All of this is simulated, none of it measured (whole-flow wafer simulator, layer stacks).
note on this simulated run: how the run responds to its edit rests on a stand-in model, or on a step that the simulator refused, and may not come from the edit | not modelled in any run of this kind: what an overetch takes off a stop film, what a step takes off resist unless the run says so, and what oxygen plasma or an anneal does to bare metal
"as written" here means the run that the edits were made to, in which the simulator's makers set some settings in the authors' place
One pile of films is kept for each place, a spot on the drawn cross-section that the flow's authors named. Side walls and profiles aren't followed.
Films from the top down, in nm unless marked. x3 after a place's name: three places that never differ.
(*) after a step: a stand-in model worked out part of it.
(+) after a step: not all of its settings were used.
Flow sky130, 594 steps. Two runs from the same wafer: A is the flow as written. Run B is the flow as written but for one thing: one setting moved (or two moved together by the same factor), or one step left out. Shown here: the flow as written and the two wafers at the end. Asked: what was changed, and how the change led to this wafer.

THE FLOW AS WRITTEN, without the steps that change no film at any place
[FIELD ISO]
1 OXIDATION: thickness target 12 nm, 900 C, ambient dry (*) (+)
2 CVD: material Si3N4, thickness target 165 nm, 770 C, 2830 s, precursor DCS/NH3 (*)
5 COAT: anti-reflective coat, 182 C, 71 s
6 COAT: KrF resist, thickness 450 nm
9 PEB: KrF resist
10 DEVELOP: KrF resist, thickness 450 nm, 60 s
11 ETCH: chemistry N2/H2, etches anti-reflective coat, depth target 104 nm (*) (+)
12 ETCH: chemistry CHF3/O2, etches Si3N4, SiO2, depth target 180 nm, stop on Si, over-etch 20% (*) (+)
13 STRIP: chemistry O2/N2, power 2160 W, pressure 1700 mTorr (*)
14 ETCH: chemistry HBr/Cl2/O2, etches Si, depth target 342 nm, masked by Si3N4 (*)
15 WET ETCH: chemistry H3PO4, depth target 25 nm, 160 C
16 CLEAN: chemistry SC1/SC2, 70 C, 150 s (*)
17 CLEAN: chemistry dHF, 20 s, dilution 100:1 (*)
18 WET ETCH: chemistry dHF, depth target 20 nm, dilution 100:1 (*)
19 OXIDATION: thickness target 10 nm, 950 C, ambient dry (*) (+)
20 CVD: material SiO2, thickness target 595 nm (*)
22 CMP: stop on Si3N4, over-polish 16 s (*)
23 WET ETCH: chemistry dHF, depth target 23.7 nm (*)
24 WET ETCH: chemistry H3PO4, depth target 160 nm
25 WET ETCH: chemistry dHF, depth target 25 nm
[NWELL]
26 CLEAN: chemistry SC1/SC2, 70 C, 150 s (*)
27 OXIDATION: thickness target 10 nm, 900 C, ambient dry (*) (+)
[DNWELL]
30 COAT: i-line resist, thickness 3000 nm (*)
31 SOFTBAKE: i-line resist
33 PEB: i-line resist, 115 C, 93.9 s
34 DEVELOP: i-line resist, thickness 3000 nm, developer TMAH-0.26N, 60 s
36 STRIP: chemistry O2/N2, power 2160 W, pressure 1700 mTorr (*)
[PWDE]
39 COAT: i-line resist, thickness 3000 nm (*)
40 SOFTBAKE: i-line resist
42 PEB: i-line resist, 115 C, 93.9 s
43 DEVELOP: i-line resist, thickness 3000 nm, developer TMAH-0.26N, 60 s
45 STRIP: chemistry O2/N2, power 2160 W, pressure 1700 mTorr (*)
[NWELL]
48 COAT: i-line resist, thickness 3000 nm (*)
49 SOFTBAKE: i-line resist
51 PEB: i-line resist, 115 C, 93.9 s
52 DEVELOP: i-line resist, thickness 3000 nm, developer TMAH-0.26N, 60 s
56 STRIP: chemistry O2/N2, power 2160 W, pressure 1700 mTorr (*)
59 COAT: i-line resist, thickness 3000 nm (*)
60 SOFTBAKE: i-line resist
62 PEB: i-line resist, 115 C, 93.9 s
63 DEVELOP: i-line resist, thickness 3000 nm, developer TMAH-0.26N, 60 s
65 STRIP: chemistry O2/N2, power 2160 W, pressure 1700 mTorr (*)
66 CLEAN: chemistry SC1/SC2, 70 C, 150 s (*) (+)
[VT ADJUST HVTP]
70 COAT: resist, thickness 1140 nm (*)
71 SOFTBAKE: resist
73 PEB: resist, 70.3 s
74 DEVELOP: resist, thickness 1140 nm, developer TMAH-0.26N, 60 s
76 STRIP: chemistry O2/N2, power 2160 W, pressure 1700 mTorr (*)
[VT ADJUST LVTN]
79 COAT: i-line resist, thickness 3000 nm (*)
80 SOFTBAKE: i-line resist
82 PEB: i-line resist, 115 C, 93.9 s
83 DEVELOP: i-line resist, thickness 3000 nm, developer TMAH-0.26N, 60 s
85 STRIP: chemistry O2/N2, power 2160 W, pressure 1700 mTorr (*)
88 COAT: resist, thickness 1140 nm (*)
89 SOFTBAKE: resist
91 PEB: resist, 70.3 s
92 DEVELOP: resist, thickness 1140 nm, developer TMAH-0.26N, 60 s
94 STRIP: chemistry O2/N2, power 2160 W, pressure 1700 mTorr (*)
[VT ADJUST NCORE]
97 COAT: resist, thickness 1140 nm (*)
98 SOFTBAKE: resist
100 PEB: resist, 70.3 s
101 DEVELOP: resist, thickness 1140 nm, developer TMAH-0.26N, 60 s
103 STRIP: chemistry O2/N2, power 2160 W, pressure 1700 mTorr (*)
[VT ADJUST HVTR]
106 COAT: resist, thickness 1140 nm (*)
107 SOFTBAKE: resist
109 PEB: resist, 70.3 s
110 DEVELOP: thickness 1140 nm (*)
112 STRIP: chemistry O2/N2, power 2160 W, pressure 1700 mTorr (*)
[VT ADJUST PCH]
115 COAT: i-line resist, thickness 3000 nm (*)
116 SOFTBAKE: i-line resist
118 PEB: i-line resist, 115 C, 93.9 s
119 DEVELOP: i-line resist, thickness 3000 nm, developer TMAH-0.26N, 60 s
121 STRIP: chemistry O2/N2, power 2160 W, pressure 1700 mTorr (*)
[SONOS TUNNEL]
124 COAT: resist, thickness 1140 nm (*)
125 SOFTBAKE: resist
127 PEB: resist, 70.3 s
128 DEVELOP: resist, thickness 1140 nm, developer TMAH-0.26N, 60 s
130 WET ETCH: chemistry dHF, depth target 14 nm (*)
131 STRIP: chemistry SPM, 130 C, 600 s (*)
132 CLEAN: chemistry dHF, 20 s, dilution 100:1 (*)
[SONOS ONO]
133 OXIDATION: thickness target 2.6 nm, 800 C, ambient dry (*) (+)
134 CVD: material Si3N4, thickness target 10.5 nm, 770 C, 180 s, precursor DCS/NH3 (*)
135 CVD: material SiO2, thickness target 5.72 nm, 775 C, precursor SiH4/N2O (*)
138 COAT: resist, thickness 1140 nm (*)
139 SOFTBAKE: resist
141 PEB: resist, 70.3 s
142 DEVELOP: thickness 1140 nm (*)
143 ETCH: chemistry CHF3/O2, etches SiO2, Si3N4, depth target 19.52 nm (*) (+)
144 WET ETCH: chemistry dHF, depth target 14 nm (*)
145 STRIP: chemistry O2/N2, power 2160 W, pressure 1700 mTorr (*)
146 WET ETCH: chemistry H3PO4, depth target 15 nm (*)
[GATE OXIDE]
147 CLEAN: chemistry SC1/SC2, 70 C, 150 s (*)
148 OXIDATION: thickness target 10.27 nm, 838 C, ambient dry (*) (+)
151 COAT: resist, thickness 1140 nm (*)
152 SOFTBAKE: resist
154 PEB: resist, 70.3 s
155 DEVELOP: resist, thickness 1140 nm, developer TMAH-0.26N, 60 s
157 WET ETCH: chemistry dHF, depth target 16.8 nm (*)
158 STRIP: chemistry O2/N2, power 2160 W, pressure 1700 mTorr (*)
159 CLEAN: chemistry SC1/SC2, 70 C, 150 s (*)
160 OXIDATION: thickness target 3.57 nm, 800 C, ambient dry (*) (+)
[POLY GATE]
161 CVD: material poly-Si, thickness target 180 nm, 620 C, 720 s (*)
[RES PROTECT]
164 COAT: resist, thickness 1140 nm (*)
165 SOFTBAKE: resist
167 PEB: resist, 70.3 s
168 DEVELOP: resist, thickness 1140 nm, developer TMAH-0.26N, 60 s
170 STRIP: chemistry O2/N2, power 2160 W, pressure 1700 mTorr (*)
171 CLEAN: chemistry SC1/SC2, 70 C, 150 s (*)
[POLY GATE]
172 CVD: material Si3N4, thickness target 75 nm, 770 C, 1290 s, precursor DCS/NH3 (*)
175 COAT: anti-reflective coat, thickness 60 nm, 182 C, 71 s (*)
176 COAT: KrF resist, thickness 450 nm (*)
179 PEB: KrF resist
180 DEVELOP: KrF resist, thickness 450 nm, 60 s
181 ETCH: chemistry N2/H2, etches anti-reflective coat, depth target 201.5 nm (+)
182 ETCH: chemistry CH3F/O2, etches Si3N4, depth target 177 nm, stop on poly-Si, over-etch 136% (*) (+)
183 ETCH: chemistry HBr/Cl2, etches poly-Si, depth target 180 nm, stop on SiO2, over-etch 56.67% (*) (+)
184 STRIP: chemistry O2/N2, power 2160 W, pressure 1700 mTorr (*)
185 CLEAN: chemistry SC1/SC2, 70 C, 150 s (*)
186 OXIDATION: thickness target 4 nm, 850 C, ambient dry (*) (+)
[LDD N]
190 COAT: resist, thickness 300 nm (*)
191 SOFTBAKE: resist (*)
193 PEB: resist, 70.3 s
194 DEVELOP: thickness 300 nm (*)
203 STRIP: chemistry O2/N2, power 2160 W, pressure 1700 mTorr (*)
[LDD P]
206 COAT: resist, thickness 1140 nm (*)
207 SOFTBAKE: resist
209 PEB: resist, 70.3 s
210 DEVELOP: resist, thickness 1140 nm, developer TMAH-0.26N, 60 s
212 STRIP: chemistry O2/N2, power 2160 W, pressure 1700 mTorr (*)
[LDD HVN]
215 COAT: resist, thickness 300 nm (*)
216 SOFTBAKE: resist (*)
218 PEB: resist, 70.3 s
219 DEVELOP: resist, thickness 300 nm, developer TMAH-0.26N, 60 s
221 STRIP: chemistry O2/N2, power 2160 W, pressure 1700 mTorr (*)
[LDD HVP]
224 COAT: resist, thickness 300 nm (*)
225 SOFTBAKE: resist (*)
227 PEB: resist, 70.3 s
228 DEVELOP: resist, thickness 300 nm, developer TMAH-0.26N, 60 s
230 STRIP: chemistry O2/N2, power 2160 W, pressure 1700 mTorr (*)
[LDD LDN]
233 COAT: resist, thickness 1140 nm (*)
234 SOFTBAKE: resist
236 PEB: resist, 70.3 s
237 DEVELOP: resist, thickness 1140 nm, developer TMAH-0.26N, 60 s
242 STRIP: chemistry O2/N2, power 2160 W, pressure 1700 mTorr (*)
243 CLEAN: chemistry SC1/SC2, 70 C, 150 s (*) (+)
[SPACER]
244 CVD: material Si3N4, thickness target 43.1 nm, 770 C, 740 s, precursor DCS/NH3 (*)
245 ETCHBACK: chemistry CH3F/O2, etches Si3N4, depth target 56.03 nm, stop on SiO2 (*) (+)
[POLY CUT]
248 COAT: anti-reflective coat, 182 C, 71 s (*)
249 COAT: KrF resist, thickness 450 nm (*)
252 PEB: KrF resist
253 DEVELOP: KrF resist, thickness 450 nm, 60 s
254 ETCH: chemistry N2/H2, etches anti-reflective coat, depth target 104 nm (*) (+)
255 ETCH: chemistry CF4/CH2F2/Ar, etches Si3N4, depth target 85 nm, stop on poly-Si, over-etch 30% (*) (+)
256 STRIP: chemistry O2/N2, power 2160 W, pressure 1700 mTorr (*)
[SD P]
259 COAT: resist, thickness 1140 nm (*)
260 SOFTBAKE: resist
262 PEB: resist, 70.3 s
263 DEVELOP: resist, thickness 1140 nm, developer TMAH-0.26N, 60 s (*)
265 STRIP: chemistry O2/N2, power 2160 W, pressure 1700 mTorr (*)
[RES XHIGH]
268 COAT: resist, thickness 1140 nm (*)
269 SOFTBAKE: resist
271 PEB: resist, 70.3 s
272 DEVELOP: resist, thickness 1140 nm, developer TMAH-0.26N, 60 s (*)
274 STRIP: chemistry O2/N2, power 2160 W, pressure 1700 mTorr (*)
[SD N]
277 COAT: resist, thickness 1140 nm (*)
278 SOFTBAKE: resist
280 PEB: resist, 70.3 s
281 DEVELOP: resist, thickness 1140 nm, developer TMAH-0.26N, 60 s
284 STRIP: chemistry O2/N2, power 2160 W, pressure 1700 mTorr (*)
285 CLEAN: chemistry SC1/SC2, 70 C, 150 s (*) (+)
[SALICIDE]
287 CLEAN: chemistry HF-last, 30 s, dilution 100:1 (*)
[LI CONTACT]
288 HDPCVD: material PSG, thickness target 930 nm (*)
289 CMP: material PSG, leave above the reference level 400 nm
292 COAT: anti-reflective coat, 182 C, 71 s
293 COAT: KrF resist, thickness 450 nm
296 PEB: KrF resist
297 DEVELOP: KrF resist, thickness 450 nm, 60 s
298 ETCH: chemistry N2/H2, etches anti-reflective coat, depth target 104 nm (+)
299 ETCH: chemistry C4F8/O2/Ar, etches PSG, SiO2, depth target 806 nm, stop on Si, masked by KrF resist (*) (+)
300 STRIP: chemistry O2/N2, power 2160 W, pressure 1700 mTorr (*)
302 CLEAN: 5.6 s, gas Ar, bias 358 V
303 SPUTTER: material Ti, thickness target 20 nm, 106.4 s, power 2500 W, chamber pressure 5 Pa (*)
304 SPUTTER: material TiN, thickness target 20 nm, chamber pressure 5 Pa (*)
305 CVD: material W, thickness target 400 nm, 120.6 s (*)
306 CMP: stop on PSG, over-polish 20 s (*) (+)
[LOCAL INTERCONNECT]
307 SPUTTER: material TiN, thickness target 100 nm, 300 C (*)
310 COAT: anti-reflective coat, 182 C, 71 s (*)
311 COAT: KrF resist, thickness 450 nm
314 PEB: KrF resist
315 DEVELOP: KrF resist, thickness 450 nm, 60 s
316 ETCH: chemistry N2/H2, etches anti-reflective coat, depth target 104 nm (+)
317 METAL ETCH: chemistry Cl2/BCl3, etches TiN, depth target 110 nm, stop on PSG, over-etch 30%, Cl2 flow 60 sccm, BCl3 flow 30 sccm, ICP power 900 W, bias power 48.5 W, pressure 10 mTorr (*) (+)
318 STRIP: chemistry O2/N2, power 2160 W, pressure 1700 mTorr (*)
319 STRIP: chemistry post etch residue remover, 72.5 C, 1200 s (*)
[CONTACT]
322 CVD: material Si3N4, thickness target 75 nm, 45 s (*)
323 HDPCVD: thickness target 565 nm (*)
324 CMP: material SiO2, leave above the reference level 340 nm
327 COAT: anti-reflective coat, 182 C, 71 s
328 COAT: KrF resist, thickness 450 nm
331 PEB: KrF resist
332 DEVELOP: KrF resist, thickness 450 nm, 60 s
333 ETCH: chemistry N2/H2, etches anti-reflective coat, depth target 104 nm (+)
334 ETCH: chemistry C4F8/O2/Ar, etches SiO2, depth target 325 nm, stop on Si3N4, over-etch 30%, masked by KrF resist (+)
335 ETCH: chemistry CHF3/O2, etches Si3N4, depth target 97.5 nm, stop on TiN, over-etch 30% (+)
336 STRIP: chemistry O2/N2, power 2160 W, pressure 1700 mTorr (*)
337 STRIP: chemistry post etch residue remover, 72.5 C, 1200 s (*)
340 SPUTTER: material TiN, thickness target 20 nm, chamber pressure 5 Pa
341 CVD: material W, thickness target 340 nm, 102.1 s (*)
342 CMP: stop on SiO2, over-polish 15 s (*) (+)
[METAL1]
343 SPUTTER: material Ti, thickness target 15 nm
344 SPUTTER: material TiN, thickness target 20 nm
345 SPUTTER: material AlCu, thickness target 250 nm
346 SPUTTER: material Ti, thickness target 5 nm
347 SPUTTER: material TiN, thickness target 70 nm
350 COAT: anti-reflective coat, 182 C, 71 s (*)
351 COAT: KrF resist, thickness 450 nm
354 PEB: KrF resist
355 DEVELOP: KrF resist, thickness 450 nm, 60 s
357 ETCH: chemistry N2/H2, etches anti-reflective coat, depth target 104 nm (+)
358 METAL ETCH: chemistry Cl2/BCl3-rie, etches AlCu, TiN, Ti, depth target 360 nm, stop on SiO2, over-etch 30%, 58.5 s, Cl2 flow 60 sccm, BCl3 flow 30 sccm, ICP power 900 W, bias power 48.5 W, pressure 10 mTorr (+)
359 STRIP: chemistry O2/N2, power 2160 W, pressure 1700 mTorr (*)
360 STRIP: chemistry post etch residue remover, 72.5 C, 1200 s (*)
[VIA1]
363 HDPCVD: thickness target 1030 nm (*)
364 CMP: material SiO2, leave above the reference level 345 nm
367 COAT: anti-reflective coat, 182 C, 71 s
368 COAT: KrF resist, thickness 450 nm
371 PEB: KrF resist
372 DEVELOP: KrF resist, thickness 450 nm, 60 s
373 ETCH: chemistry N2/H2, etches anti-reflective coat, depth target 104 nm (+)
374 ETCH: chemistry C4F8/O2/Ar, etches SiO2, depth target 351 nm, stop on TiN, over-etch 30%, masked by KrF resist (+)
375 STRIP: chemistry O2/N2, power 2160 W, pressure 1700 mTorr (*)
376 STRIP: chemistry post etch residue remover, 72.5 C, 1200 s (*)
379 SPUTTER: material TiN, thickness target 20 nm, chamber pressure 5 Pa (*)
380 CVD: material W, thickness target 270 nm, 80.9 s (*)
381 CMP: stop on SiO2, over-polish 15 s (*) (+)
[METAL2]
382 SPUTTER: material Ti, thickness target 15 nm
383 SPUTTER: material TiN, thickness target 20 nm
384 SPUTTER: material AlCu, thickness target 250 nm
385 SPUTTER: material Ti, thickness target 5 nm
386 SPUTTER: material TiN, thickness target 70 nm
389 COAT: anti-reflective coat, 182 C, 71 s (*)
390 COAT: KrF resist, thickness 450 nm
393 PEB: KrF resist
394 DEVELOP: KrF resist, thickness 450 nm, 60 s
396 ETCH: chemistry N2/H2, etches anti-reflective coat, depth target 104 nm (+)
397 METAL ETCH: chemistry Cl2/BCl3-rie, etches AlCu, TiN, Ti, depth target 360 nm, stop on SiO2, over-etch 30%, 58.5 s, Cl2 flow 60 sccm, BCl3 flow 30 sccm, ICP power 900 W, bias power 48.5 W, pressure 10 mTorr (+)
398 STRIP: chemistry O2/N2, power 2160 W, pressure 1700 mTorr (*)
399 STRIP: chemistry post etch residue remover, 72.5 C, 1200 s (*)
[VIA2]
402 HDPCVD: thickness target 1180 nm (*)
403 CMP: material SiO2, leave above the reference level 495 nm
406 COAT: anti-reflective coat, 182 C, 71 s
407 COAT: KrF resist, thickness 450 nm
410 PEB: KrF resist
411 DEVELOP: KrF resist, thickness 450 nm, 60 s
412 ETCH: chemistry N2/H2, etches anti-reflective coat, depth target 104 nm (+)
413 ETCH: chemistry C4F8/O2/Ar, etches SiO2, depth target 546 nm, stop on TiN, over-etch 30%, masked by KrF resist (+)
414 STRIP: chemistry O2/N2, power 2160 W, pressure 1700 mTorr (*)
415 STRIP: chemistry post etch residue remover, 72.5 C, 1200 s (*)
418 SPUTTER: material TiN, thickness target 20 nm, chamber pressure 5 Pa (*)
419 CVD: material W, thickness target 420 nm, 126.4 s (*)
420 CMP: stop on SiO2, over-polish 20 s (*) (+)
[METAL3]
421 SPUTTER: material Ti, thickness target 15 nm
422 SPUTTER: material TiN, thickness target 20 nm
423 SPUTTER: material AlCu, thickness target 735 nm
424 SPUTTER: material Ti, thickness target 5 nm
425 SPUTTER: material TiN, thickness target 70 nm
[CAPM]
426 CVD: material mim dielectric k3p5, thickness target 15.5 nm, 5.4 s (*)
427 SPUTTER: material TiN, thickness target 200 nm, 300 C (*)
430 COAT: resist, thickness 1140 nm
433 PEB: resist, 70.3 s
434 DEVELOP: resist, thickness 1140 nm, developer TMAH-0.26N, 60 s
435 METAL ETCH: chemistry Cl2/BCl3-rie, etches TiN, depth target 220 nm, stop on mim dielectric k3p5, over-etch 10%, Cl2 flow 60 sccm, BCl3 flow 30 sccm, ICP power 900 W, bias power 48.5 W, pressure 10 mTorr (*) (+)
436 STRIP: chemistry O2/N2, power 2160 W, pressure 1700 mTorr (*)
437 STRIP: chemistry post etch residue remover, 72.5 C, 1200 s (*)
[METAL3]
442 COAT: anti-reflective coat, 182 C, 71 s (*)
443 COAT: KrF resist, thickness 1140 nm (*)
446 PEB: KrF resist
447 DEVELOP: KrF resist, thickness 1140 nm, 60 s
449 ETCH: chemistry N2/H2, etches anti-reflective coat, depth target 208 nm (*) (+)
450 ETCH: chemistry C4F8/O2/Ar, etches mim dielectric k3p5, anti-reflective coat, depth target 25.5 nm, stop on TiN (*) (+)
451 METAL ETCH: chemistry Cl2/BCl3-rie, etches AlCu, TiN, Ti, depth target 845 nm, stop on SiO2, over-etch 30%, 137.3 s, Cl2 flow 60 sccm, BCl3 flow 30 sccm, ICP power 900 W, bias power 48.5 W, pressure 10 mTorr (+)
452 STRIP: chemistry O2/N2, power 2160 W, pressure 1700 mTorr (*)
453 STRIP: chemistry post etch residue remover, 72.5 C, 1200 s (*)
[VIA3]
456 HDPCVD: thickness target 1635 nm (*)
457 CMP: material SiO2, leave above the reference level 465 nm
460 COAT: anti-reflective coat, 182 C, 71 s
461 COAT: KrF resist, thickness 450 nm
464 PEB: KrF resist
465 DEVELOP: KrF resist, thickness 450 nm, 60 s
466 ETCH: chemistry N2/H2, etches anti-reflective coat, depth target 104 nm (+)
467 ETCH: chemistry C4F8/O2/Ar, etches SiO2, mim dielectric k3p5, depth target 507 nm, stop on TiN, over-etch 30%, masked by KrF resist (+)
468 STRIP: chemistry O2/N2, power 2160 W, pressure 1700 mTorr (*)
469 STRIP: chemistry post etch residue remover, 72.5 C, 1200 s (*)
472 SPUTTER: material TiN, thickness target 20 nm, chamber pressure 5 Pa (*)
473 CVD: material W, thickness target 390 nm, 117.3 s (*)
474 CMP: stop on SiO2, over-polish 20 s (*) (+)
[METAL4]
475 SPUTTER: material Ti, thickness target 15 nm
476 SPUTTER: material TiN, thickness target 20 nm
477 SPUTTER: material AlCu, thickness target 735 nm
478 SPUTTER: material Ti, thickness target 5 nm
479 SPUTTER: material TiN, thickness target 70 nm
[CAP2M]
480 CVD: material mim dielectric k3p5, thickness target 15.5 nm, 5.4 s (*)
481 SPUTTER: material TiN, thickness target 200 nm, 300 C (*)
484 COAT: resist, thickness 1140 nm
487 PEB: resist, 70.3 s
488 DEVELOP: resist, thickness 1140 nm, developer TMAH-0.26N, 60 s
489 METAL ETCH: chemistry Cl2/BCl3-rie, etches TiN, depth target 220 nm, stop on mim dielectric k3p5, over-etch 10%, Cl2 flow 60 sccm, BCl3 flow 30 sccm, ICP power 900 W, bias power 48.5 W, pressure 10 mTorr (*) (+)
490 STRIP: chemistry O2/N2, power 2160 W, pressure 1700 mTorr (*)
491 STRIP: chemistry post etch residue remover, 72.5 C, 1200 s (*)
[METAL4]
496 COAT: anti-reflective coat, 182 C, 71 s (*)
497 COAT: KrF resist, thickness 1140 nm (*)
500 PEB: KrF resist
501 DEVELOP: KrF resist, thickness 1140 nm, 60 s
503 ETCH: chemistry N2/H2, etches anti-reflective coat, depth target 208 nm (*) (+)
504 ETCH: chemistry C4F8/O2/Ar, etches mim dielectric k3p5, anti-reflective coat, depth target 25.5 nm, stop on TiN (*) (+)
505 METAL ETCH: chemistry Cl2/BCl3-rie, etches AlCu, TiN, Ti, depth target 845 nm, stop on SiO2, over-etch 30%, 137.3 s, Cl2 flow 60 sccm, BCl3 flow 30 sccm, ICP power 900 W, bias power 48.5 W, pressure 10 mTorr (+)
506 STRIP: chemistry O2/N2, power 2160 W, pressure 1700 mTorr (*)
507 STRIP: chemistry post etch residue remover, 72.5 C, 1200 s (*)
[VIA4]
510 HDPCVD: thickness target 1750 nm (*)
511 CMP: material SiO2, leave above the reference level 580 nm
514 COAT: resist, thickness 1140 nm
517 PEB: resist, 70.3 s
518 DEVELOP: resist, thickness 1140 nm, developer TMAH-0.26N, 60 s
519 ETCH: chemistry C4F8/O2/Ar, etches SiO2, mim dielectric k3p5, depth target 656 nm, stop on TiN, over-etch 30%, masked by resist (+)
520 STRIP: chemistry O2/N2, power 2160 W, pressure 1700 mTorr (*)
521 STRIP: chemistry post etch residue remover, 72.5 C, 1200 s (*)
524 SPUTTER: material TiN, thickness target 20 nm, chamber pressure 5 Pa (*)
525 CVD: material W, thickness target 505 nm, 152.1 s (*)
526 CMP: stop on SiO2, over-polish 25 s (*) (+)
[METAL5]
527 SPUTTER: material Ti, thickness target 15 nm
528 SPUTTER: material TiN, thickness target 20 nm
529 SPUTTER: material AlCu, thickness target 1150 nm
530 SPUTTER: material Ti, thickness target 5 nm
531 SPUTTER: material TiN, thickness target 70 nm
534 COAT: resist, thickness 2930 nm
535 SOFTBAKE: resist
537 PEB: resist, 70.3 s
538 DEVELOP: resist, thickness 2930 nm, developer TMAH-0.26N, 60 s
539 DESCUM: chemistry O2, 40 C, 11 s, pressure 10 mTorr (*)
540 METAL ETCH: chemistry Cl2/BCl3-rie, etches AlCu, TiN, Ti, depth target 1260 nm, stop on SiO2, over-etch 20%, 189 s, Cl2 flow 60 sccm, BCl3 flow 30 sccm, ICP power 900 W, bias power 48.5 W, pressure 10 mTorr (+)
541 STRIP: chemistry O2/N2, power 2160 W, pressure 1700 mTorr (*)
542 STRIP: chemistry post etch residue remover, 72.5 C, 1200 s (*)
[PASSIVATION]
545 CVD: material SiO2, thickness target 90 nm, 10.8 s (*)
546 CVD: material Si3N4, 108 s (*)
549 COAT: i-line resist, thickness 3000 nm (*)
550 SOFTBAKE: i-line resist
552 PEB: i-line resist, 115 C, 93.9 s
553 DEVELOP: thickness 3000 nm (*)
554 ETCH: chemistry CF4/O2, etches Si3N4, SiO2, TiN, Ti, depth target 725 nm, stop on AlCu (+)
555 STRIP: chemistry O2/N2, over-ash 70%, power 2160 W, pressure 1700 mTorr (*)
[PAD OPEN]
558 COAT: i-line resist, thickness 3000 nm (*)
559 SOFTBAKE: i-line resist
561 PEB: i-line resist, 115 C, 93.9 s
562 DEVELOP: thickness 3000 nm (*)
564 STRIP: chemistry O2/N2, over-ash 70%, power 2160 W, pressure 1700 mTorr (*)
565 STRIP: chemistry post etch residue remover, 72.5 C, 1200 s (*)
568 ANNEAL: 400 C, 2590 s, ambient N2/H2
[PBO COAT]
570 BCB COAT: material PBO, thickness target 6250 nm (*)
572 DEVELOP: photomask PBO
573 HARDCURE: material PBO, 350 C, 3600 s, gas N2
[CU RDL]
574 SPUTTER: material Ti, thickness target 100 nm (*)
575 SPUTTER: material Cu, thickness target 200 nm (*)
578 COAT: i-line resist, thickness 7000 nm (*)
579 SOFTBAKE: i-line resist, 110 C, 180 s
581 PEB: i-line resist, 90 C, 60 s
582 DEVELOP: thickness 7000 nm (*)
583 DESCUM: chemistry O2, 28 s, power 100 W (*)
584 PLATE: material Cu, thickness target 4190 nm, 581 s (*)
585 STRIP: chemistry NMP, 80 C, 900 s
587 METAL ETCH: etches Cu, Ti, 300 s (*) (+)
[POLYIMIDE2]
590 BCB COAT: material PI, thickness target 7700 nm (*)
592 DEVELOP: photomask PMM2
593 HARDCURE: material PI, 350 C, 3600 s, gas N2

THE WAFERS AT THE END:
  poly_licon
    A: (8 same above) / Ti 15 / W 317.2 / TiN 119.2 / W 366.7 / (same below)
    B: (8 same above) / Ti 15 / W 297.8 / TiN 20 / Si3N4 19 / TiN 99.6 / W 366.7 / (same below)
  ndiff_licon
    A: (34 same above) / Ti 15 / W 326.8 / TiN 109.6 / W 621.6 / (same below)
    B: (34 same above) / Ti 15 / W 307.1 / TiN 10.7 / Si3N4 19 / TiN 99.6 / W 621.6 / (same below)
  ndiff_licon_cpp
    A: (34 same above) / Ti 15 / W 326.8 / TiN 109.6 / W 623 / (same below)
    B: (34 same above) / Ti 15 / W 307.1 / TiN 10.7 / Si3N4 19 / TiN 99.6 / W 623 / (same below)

The cause: step 335, ETCH: depth target 55.6 nm was run, where the flow has depth target 97.5 nm.

How the change led to this, step by step:
  335 ETCH: chemistry CHF3/O2, etches Si3N4, depth target 97.5 nm, stop on TiN, over-etch 30% (+)
      poly_licon, ndiff_licon, ndiff_licon_cpp, rpo_hd_licon: A Si3N4 -75 (all of it) | B Si3N4 -55.6
      field, active, n_well and 184 more: A KrF resist -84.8 | B KrF resist -48.3
  336 STRIP: chemistry O2/N2, power 2160 W, pressure 1700 mTorr (*)
      field, active, n_well and 184 more: A KrF resist -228 (all of it), anti-reflective coat -80 (all of it) | B KrF resist -264.5 (all of it), anti-reflective coat -80 (all of it)
  340 SPUTTER: material TiN, thickness target 20 nm, chamber pressure 5 Pa
      ndiff_licon, ndiff_licon_cpp, rpo_hd_licon: A TiN +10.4 | B TiN +10.7 (new film)
      poly_licon: A TiN +20 | B TiN +20 (new film)
  341 CVD: material W, thickness target 340 nm, 102.1 s (*)
      ndiff_licon, ndiff_licon_cpp, rpo_hd_licon: A W +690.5 (new film) | B W +670.8 (new film)
  342 CMP: stop on SiO2, over-polish 15 s (*) (+)
      poly_licon: A W -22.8 | B W -42.2
Counting metal films that touch as one body, poly_licon has 3 bodies (between them, from the top down: Si3N4 19; void 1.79); the flow as written gives 2 bodies (between them, from the top down: void 1.79).
Counting metal films that touch as one body, ndiff_licon has 7 bodies (between them, from the top down: SiO2 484 / mim dielectric k3p5 15.5; SiO2 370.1 / mim dielectric k3p5 15.5; SiO2 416; SiO2 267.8; Si3N4 19; void 1.78); the flow as written gives 6 bodies (between them, from the top down: SiO2 484 / mim dielectric k3p5 15.5; SiO2 370.1 / mim dielectric k3p5 15.5; SiO2 416; SiO2 267.8; void 1.78).
Counting metal films that touch as one body, ndiff_licon_cpp has 7 bodies (between them, from the top down: SiO2 484 / mim dielectric k3p5 15.5; SiO2 370.1 / mim dielectric k3p5 15.5; SiO2 416; SiO2 267.8; Si3N4 19; void 1.78); the flow as written gives 6 bodies (between them, from the top down: SiO2 484 / mim dielectric k3p5 15.5; SiO2 370.1 / mim dielectric k3p5 15.5; SiO2 416; SiO2 267.8; void 1.78).
